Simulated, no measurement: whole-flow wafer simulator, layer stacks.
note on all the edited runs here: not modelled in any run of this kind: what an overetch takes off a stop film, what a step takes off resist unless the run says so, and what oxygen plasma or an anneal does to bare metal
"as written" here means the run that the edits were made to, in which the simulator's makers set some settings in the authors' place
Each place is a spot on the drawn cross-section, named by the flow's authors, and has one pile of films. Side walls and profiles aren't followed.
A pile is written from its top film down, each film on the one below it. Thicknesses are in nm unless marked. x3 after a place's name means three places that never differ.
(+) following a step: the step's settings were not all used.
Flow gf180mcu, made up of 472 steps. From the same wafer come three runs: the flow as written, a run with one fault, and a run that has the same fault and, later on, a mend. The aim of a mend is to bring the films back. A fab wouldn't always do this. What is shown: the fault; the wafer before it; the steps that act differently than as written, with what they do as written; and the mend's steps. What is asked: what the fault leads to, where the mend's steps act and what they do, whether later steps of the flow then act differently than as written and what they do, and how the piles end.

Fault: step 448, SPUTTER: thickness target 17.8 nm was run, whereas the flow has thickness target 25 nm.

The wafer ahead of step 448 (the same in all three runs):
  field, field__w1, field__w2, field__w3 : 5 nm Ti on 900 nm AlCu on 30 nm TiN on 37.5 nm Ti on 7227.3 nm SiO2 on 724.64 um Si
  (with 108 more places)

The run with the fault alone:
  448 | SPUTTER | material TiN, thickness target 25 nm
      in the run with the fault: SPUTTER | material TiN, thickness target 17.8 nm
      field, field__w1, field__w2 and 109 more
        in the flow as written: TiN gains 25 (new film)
        in the run with the fault: TiN gains 17.8 (new film)
  Steps further on in the flow that do not act as written (not shown: 5 more steps that differ only slightly, by at most 2% or 0.5 nm, whichever is larger):
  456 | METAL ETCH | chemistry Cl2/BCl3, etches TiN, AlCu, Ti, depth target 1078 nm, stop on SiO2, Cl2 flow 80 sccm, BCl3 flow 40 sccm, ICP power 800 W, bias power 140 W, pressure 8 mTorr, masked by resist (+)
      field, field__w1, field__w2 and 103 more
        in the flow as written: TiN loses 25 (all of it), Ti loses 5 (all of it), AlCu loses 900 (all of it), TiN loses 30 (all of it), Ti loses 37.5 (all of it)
        in the run with the fault: TiN loses 17.8 (all of it), Ti loses 5 (all of it), AlCu loses 900 (all of it), TiN loses 30 (all of it), Ti loses 37.5 (all of it)
  At field__w8, contact, m1, m1__w1, pad, m1_nw, the piles at the end differ from the flow's by more than 2% or 0.5 nm, whichever is larger.
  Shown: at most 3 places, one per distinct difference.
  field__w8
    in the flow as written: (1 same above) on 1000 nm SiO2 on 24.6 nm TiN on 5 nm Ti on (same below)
    in the run with the fault: (1 same above) on 1000 nm SiO2 on 17.4 nm TiN on 5 nm Ti on (same below)
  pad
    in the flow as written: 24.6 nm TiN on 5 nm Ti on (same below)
    in the run with the fault: 17.4 nm TiN on 5 nm Ti on (same below)

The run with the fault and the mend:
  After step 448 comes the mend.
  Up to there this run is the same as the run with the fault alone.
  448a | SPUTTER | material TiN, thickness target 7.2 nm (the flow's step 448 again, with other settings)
      field, field__w1, field__w2 and 109 more
        TiN gains 7.2
  Every later step of the flow that is run acts as written at every place that is followed.
  The piles end the same as the flow's at every place that both follow.
